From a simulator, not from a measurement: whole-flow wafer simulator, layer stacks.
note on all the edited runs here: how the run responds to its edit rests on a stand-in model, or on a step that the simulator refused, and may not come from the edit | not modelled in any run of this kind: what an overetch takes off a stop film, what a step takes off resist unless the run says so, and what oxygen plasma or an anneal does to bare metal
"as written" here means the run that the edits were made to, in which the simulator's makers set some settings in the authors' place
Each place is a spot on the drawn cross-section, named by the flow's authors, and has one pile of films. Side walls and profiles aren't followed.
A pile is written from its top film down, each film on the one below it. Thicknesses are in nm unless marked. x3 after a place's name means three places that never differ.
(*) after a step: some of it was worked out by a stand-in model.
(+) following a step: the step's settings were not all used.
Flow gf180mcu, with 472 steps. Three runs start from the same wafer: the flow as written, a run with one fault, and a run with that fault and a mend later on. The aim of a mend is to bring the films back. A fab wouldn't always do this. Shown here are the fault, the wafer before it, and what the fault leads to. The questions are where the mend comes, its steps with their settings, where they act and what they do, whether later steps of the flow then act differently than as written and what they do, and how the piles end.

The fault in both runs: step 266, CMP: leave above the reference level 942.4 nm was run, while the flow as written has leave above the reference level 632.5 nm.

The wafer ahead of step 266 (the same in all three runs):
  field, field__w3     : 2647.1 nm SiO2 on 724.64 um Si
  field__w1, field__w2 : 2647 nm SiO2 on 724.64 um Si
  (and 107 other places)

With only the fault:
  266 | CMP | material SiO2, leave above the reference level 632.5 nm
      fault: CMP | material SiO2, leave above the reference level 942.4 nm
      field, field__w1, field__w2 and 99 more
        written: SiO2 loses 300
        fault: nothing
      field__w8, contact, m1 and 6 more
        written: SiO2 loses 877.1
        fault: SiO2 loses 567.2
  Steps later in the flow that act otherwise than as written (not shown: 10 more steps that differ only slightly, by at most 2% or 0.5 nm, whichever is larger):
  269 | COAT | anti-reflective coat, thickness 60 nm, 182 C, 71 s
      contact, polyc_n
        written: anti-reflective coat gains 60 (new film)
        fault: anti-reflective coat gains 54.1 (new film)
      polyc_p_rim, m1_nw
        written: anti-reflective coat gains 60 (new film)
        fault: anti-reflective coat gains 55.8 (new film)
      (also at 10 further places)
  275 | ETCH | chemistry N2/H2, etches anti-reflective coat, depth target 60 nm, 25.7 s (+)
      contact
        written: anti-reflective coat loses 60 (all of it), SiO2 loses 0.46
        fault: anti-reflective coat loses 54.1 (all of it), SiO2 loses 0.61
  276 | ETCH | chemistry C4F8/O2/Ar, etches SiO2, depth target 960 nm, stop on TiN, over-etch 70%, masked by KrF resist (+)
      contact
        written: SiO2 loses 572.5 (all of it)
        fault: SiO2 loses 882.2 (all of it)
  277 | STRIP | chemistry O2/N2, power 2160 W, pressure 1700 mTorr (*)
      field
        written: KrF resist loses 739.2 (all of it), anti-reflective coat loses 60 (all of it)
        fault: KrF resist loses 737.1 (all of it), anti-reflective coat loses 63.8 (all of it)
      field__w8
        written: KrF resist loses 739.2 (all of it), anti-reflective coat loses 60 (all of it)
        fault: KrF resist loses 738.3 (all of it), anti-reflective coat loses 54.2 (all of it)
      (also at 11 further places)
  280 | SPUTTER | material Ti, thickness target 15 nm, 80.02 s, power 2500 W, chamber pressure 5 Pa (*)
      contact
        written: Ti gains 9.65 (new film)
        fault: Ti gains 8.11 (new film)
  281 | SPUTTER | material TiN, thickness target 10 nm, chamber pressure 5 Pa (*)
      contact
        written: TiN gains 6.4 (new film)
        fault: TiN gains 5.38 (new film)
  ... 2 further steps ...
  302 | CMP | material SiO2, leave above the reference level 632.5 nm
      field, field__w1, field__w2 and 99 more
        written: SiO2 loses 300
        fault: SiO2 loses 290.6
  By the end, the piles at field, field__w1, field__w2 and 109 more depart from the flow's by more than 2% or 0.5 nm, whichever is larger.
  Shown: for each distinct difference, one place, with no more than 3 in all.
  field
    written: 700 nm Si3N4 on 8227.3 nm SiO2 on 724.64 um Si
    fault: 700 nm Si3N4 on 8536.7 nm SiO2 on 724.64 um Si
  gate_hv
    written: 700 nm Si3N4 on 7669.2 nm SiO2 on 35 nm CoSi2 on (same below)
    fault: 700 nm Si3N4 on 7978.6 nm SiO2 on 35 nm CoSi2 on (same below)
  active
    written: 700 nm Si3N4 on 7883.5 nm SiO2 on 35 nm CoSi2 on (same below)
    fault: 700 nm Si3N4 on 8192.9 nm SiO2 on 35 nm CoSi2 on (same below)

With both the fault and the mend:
  The mend stands after step 274.
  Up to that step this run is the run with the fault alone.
  274a | STRIP | chemistry O2/N2, power 2160 W, pressure 1700 mTorr (*)
      field__w2, field__w3, field__w6 and 35 more
        KrF resist loses 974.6 (all of it), anti-reflective coat loses 60 (all of it)
      iso_ptap_pw, iso_ntap_nw, iso_nw_fld and 33 more
        KrF resist loses 974.5 (all of it), anti-reflective coat loses 60 (all of it)
      p_well, sti, spacer, sd_n, mim_1p0, pad, dice_street
        KrF resist loses 974.5 (all of it), anti-reflective coat loses 60.1 (all of it)
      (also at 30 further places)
  274b | CMP | material SiO2, leave above the reference level 632.5 nm (a further turn of the flow's step 266)
      field, field__w1, field__w2 and 99 more
        SiO2 loses 300
      field__w8, contact, m1 and 6 more
        SiO2 loses 309.9
  274c | HMDS | 120 C, 60 s (a further turn of the flow's step 268)
      leaves every film unchanged at each place that is followed
  274d | COAT | anti-reflective coat, thickness 60 nm, 182 C, 71 s (a further turn of the flow's step 269)
      field, field__w1, field__w2 and 108 more
        anti-reflective coat gains 60 (new film)
  274e | COAT | KrF resist, thickness 1000 nm (a further turn of the flow's step 270)
      field, field__w1, field__w2 and 108 more
        KrF resist gains 1000 (new film)
  274f | SOFTBAKE | KrF resist (a further turn of the flow's step 271)
      leaves every film unchanged at each place that is followed
  274g | EXPOSE | photomask Via1 (a further turn of the flow's step 272)
      leaves every film unchanged at each place that is followed
  274h | PEB | KrF resist, 135 C, 90 s (a further turn of the flow's step 273)
      field, field__w1, field__w2 and 108 more
        KrF resist loses 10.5
  274i | DEVELOP | KrF resist, thickness 1000 nm, 60 s (a further turn of the flow's step 274)
      field, field__w1, field__w2 and 107 more
        KrF resist loses 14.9
      contact
        KrF resist loses 989.5 (all of it)
  Every later step of the flow that is run acts as written at every place that is followed.
  At every place that both follow, the piles at the end match the flow's.
